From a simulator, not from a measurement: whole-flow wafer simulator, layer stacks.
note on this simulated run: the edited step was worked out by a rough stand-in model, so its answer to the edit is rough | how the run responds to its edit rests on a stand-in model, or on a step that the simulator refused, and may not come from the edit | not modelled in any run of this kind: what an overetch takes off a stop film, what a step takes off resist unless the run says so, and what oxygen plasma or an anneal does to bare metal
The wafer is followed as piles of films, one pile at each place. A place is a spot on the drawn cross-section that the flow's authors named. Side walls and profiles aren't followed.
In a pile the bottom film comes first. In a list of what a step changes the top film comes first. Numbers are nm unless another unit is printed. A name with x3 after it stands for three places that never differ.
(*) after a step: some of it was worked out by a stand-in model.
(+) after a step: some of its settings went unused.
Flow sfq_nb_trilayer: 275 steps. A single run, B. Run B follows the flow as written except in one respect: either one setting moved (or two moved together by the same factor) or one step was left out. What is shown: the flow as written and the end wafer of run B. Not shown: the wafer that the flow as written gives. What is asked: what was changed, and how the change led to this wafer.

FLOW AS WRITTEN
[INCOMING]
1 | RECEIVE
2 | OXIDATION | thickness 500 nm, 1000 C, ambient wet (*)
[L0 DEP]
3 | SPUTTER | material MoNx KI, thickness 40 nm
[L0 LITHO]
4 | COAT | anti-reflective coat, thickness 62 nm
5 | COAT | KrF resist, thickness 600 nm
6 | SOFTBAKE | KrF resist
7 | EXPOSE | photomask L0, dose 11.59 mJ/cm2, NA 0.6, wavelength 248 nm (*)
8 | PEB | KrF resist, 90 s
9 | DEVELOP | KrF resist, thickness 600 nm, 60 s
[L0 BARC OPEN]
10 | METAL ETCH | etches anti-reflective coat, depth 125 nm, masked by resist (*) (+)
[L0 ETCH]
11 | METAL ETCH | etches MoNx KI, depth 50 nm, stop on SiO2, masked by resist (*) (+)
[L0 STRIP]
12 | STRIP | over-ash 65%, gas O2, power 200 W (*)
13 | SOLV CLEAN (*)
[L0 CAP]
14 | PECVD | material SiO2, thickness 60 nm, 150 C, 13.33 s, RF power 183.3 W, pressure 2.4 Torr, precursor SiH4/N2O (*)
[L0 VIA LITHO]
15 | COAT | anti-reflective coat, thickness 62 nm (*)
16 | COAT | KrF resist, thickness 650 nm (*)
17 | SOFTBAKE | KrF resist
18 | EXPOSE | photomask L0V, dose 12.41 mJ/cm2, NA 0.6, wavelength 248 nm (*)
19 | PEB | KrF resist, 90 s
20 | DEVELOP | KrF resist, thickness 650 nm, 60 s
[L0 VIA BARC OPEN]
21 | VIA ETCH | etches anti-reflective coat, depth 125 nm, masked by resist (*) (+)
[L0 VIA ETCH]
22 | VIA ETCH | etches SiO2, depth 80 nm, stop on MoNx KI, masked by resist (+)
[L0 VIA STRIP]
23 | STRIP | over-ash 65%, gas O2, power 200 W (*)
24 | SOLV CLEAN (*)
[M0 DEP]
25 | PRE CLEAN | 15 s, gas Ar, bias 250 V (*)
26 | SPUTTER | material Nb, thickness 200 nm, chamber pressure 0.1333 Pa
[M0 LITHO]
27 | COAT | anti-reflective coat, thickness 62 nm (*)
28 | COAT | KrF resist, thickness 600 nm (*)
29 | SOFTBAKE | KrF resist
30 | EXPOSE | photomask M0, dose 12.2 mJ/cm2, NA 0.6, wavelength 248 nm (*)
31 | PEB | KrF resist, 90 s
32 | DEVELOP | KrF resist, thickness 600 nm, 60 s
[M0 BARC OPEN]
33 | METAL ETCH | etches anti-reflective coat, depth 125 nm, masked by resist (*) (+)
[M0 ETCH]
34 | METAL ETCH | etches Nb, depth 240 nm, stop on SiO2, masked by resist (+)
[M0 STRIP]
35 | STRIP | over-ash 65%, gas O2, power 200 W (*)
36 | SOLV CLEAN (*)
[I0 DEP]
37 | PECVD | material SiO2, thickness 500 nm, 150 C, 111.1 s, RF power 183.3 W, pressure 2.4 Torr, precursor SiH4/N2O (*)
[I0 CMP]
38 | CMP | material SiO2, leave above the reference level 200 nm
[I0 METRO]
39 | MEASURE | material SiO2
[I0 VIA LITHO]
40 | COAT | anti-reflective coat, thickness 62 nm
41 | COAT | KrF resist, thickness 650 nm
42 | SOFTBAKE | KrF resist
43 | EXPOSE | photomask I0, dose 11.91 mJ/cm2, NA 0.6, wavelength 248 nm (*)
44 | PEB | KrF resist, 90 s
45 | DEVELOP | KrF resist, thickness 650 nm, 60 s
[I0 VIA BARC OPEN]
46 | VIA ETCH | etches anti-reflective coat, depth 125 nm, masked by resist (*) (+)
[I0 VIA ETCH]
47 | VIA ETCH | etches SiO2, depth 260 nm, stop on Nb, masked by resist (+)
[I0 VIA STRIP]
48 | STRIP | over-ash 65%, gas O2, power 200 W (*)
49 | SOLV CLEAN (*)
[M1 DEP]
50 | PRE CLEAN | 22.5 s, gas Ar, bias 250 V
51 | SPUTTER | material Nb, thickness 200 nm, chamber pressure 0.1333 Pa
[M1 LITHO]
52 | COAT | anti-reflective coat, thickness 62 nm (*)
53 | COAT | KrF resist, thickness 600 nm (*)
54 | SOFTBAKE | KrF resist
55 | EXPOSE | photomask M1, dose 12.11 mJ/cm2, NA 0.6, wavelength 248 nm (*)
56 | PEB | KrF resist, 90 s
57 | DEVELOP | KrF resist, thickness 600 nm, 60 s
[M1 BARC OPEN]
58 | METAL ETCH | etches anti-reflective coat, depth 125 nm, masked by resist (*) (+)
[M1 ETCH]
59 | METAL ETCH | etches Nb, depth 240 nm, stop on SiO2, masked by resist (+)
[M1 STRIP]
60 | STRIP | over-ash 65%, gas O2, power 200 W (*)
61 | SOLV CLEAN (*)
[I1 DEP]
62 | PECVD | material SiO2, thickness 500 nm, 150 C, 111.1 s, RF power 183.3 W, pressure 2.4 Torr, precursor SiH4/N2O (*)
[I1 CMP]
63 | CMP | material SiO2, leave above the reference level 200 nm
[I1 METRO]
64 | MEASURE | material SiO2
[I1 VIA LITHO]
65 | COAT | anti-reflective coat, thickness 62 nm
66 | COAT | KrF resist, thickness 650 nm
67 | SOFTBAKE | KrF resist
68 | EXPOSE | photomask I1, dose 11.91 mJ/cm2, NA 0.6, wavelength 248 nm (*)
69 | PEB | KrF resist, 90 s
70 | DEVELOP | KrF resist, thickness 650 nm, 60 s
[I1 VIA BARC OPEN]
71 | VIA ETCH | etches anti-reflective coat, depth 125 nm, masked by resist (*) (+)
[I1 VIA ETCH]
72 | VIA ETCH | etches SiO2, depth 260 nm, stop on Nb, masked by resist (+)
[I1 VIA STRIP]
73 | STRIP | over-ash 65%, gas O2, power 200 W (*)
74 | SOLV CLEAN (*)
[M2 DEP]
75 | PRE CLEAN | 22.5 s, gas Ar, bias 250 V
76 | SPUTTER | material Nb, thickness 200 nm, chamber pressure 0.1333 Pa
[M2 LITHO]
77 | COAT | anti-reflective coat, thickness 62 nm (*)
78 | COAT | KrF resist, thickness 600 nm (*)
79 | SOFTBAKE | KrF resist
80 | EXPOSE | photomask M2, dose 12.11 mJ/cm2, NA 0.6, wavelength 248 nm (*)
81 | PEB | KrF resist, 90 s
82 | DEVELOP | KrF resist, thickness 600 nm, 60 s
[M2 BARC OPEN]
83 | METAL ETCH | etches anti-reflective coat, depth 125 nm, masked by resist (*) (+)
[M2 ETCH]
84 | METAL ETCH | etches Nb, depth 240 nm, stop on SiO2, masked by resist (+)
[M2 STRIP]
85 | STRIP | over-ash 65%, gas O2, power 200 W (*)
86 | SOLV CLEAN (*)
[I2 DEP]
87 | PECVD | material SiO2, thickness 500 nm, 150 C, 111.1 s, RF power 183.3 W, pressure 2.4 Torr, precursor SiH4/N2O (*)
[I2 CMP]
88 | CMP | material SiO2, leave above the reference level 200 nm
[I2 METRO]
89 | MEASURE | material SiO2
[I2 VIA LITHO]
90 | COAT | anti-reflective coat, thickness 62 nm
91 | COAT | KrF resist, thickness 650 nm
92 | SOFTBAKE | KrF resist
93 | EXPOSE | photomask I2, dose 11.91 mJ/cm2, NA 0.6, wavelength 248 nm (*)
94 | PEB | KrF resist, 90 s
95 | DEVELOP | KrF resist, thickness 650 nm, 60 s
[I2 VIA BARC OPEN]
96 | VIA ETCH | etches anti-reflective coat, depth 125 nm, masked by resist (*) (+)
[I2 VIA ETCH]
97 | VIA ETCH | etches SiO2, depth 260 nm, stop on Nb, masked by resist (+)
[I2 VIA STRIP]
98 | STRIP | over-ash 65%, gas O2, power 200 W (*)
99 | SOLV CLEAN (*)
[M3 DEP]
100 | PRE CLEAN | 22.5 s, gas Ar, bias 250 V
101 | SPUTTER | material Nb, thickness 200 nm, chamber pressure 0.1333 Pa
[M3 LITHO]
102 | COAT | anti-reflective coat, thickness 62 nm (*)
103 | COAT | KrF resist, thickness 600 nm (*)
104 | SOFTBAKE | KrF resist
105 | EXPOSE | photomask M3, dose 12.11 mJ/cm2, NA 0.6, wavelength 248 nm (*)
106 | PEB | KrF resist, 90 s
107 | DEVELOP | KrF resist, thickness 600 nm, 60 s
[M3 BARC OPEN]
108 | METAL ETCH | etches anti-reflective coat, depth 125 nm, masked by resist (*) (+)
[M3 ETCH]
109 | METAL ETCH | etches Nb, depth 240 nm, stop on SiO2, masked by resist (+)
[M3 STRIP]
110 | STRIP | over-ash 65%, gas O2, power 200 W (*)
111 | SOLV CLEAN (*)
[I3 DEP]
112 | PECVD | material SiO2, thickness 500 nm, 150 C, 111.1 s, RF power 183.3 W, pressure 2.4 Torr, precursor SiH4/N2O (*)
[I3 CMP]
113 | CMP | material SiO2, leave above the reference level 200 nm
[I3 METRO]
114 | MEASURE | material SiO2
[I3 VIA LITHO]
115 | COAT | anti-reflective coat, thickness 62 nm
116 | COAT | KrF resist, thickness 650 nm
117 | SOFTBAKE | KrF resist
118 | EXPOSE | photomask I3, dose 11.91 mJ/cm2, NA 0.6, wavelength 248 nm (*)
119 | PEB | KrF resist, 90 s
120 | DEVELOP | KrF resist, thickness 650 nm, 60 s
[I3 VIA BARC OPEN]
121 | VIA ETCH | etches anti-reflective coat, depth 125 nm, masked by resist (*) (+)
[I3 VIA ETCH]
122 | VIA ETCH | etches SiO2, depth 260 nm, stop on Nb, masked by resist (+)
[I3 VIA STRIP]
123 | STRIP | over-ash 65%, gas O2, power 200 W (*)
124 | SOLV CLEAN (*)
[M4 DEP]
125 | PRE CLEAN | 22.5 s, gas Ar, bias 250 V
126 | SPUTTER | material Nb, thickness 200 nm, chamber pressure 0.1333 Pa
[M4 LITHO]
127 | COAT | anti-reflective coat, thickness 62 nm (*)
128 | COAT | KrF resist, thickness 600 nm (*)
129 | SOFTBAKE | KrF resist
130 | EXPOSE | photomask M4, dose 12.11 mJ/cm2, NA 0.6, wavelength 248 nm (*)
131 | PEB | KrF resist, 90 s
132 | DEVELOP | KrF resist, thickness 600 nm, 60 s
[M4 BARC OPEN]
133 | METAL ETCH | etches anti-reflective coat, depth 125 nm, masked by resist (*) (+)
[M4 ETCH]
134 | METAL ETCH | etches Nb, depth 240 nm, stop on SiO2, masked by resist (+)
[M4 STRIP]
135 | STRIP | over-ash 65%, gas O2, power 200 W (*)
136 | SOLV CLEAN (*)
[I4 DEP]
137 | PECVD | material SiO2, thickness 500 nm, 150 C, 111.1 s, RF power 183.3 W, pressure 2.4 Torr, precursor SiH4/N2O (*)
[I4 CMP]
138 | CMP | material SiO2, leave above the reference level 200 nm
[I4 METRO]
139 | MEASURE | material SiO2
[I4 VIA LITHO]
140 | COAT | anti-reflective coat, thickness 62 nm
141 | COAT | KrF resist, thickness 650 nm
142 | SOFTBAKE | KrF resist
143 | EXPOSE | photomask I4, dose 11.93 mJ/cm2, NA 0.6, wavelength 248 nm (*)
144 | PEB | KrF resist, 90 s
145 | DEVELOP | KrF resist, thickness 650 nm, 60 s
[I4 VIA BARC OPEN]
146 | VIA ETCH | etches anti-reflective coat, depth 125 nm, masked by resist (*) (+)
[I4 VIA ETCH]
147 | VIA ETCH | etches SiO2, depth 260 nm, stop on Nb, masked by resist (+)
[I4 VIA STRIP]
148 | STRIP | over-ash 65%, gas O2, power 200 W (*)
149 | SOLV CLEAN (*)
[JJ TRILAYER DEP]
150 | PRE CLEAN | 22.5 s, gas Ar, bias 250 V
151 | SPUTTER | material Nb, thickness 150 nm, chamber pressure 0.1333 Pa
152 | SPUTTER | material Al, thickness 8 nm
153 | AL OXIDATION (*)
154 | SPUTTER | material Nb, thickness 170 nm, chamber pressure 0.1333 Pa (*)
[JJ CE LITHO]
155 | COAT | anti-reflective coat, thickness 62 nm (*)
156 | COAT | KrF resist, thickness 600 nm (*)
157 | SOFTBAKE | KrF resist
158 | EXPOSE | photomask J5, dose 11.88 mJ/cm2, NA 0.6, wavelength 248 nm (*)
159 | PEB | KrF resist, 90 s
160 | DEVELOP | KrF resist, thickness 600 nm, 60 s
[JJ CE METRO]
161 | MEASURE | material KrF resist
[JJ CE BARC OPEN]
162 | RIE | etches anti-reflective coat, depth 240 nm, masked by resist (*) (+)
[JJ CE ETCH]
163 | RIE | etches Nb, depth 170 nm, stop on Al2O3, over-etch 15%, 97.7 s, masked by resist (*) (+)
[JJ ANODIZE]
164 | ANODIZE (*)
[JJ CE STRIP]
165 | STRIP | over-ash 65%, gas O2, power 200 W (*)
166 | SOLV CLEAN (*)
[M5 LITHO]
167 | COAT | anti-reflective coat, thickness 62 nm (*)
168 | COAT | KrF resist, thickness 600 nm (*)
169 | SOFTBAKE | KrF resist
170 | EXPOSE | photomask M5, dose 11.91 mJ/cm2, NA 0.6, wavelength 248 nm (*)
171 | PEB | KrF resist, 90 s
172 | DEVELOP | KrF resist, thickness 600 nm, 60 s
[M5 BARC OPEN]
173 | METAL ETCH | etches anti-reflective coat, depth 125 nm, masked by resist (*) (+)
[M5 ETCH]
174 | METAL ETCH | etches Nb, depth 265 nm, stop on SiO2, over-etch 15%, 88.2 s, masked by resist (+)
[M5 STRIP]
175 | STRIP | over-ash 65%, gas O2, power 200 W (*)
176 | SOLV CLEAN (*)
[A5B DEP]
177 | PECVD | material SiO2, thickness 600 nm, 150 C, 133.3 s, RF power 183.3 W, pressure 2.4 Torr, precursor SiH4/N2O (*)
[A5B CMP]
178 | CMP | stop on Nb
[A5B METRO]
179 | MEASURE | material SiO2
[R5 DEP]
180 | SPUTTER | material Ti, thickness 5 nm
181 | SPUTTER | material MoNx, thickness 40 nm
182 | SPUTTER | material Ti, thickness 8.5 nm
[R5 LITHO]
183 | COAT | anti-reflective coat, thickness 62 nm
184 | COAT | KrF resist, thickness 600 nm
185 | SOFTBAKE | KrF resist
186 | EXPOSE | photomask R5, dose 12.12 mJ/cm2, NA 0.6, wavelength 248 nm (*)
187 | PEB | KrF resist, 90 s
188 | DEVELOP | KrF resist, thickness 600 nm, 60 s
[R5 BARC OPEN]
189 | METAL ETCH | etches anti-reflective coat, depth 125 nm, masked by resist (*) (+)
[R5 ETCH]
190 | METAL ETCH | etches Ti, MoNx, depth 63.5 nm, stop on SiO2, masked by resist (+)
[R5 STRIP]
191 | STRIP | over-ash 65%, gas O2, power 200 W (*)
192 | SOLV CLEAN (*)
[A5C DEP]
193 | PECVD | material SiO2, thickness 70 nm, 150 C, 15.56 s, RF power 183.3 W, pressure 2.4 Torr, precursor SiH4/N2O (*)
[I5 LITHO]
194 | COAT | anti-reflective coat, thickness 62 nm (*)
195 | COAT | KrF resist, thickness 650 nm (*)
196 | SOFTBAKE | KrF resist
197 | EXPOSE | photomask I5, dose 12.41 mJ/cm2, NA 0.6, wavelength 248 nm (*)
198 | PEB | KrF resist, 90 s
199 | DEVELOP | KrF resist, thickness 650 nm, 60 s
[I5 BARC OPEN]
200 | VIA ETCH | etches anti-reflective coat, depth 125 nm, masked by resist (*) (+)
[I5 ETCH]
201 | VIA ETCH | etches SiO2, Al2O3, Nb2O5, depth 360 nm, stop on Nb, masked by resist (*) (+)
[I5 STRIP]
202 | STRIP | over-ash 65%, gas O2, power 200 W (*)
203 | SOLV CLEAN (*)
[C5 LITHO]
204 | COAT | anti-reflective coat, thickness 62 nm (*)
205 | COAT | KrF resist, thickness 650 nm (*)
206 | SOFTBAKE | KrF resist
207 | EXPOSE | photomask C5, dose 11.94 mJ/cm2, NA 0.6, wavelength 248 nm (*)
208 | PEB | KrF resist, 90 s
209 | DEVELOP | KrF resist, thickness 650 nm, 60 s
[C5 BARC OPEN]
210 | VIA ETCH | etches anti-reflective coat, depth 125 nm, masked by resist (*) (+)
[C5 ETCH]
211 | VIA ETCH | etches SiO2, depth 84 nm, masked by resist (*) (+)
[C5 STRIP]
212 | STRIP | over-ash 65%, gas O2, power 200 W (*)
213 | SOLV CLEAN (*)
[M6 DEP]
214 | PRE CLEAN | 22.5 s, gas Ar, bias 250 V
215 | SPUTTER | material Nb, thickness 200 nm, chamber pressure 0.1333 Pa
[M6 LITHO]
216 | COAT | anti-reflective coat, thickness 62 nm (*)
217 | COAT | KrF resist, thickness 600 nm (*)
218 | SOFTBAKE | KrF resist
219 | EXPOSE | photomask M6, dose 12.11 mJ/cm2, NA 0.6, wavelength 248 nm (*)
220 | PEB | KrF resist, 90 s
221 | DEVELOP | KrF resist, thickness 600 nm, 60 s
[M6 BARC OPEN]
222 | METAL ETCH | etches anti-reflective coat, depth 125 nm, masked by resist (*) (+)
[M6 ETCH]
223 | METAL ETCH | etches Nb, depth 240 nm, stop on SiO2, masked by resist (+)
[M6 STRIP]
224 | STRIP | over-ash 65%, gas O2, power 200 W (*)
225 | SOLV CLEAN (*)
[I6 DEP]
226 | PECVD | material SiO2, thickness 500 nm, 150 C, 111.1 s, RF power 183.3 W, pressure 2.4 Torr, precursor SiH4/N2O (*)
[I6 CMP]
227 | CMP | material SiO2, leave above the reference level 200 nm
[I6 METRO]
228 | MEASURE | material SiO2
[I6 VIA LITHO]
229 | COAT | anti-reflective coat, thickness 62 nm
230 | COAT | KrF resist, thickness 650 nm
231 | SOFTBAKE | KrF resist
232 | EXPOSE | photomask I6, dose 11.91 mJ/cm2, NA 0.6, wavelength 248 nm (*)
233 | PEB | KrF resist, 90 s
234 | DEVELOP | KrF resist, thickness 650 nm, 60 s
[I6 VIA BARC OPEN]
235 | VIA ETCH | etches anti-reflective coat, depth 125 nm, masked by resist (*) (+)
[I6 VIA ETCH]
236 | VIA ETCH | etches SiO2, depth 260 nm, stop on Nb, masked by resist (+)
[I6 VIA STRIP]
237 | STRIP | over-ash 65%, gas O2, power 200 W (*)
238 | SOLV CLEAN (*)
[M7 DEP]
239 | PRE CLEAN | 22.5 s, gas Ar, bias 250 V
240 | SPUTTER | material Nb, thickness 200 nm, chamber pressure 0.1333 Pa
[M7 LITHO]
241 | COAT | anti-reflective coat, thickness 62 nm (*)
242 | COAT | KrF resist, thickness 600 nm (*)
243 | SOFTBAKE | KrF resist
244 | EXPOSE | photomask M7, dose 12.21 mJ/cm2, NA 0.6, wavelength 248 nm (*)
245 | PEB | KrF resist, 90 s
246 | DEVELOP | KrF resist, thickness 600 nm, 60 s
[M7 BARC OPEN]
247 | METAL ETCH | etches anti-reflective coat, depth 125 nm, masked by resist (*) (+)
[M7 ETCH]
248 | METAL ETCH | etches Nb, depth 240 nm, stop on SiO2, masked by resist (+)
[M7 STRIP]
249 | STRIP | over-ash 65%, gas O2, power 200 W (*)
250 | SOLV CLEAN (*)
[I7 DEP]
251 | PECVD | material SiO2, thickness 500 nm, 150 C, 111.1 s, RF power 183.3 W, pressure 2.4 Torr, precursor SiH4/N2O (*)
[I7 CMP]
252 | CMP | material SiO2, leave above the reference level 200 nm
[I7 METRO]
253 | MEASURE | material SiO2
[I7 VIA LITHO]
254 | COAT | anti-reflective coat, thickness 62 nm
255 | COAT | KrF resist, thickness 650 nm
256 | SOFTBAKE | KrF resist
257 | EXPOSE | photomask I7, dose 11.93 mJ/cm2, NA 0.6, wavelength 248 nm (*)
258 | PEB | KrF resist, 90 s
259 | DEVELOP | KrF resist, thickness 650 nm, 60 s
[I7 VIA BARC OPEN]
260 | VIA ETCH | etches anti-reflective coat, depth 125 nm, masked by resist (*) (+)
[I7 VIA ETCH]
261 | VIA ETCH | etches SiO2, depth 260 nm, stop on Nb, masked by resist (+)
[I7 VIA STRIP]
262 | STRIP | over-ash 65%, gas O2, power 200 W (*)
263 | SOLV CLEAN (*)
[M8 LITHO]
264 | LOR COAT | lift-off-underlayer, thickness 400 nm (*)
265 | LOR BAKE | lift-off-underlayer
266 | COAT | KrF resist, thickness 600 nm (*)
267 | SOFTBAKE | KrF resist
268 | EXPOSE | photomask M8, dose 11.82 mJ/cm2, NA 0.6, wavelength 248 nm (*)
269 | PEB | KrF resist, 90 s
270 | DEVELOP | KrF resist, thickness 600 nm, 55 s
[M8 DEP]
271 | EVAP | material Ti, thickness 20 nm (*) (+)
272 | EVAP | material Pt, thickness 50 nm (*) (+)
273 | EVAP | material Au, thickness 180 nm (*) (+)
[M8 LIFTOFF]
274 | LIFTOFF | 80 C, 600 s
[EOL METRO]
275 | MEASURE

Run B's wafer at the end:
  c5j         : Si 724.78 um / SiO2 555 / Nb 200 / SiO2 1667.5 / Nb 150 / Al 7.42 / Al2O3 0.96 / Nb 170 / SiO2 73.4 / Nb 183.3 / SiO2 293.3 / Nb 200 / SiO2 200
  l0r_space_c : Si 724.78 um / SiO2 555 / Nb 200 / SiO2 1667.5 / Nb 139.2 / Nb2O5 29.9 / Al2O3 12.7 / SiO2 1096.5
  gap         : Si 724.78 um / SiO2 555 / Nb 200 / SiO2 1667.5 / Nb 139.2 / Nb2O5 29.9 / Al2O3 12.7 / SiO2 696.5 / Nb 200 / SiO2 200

The reason: step 137, PECVD: thickness 305 nm was run, whereas the flow has thickness 500 nm; step 137, PECVD: 67.78 s was run, where the flow has 111.1 s.

The path from the change to this, step by step:
  137 | PECVD | material SiO2, thickness 500 nm, 150 C, 111.1 s, RF power 183.3 W, pressure 2.4 Torr, precursor SiH4/N2O (*)
      field_l, be, be_sur and 55 more: +305 SiO2 (as written it would have been: +500 SiO2)
      v_sur, via_wl, via_w and 35 more: +305 SiO2 (new film) (as written it would have been: +500 SiO2 (new film))
      (as well as at 10 more places)
  138 | CMP | material SiO2, leave above the reference level 200 nm
      field_l, be, be_sur and 55 more: nothing (as written it would have been: -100 SiO2)
      p3_s0, p3_s1, p3_s2, p3_s3, p3_s4, p3_s5: nothing (as written it would have been: -157.1 SiO2)
      (as well as at 42 more places)
  140 | COAT | anti-reflective coat, thickness 62 nm
      c5j, ce_r, sp_r and 8 more: +63.5 anti-reflective coat (new film) (as written it would have been: +62 anti-reflective coat (new film))
      m0r_space_l, m0r_space_r, m6r_space_l, m6r_space_r, m7r_space_l, m7r_space_r: +75.1 anti-reflective coat (new film) (as written it would have been: +62 anti-reflective coat (new film))
      (as well as at 78 more places)
  141 | COAT | KrF resist, thickness 650 nm
      m0r_line_l, m0r_line_r, m6r_line_l, m6r_line_r, m7r_line_l, m7r_line_r: +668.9 KrF resist (new film) (as written it would have been: +650 KrF resist (new film))
      be_sur, l0v: +664.5 KrF resist (new film) (as written it would have been: +650 KrF resist (new film))
      (as well as at 51 more places)
  145 | DEVELOP | KrF resist, thickness 650 nm, 60 s
      via_wl: -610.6 KrF resist (all of it) (as written it would have been: -648.6 KrF resist (all of it))
      via_w: -615.2 KrF resist (all of it) (as written it would have been: -648.6 KrF resist (all of it))
      (as well as at 1 more place)
  146 | VIA ETCH | etches anti-reflective coat, depth 125 nm, masked by resist (*) (+)
      field_l, v_sur, via_sp and 100 more: -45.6 KrF resist (as written it would have been: -51.7 KrF resist)
      via_wl, via_wr: -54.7 anti-reflective coat (all of it), -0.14 SiO2 (as written it would have been: -62 anti-reflective coat (all of it), -0.16 SiO2)
      (as well as at 1 more place)
  148 | STRIP | over-ash 65%, gas O2, power 200 W (*)
      m0r_line_l, m0r_line_r, m6r_line_l, m6r_line_r, m7r_line_l, m7r_line_r: -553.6 KrF resist (all of it), -63.5 anti-reflective coat (all of it) (as written it would have been: -528.6 KrF resist (all of it), -62 anti-reflective coat (all of it))
      m0r_space_l, m0r_space_r, m6r_space_l, m6r_space_r, m7r_space_l, m7r_space_r: -545.9 KrF resist (all of it), -75.1 anti-reflective coat (all of it) (as written it would have been: -528.6 KrF resist (all of it), -62 anti-reflective coat (all of it))
      (as well as at 83 more places)
  151 | SPUTTER | material Nb, thickness 150 nm, chamber pressure 0.1333 Pa
      lsp_r, l0_sur, l0v: +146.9 Nb (new film) (as written it would have been: +150 Nb (new film))
      be, lsp_l: +142.8 Nb (new film) (as written it would have been: +150 Nb (new film))
      (as well as at 1 more place)
  152 | SPUTTER | material Al, thickness 8 nm
      via_v: +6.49 Al (new film) (as written it would have been: +8 Al (new film))
  154 | SPUTTER | material Nb, thickness 170 nm, chamber pressure 0.1333 Pa (*)
      lsp_r, l0_sur, l0v: +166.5 Nb (new film) (as written it would have been: +170 Nb (new film))
      be, lsp_l: +161.2 Nb (new film) (as written it would have been: +170 Nb (new film))
      (as well as at 1 more place)
  155 | COAT | anti-reflective coat, thickness 62 nm (*)
      l0r_space_c, l0r_line_r, m0r_line_l, m6r_line_l, m7r_line_l: +63.5 anti-reflective coat (new film) (as written it would have been: +62 anti-reflective coat (new film))
      c5j, ce_r, sp_r, be_r: +62.9 anti-reflective coat (new film) (as written it would have been: +61.5 anti-reflective coat (new film))
      (as well as at 87 more places)
  156 | COAT | KrF resist, thickness 600 nm (*)
      m0r_line_l, m6r_line_l, m7r_line_l: +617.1 KrF resist (new film) (as written it would have been: +600 KrF resist (new film))
      m0r_line_r, m6r_line_r, m7r_line_r: +617 KrF resist (new film) (as written it would have been: +600 KrF resist (new film))
      (as well as at 55 more places)
  160 | DEVELOP | KrF resist, thickness 600 nm, 60 s
      m0r_line_l, m6r_line_l, m7r_line_l: -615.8 KrF resist (all of it) (as written it would have been: -598.7 KrF resist (all of it))
      m0r_line_r, m6r_line_r, m7r_line_r: -615.7 KrF resist (all of it) (as written it would have been: -598.7 KrF resist (all of it))
      (as well as at 54 more places)
  162 | RIE | etches anti-reflective coat, depth 240 nm, masked by resist (*) (+)
      l0r_space_c, l0r_line_r, m0r_line_l, m6r_line_l, m7r_line_l: -63.5 anti-reflective coat (all of it) (as written it would have been: -62 anti-reflective coat (all of it))
      p3_l1, p3_l2, p3_l3, p3_l4: -47 anti-reflective coat (all of it) (as written it would have been: -62 anti-reflective coat (all of it))
      (as well as at 83 more places)
  163 | RIE | etches Nb, depth 170 nm, stop on Al2O3, over-etch 15%, 97.7 s, masked by resist (*) (+)
      be, lsp_l: -161.2 Nb (all of it), -0.96 Al2O3 (all of it) (as written it would have been: -170 Nb (all of it), -0.51 Al2O3)
      via_v: -136.4 Nb (all of it), -0.96 Al2O3 (all of it) (as written it would have been: -170 Nb (all of it), -0.51 Al2O3)
      (as well as at 3 more places)
  164 | ANODIZE (*)
      be, lsp_l: +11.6 Al2O3 (new film), +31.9 Nb2O5 (new film), -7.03 Al (all of it), -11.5 Nb (as written it would have been: +12.2 Al2O3, +29.9 Nb2O5 (new film), -7.42 Al (all of it), -10.8 Nb)
      via_v: +9.76 Al2O3 (new film), +35.2 Nb2O5 (new film), -5.91 Al (all of it), -12.7 Nb (as written it would have been: +12.2 Al2O3, +29.9 Nb2O5 (new film), -7.42 Al (all of it), -10.8 Nb)
      (as well as at 3 more places)
  ... another 46 steps ...
  274 | LIFTOFF | 80 C, 600 s
      be: -180 Au (all of it), -50 Pt (all of it), -20 Ti (all of it), -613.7 KrF resist (all of it), -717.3 lift-off-underlayer (all of it) (as written it would have been: -180 Au (all of it), -50 Pt (all of it), -20 Ti (all of it), -572.1 KrF resist (all of it), -398.5 lift-off-underlayer (all of it))
      be_sur: -180 Au (all of it), -50 Pt (all of it), -20 Ti (all of it), -587.2 KrF resist (all of it), -366.3 lift-off-underlayer (all of it) (as written it would have been: -180 Au (all of it), -50 Pt (all of it), -20 Ti (all of it), -572.6 KrF resist (all of it), -398.9 lift-off-underlayer (all of it))
      (as well as at 1 more place)
With metal films that touch counted as one body, c5j has 5 bodies (between them, from the top down: SiO2 293.3; SiO2 73.4; Al2O3 0.96; SiO2 1667.5); the flow as written gives 4 bodies (between them, from the top down: SiO2 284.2; Al2O3 0.96; SiO2 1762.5).
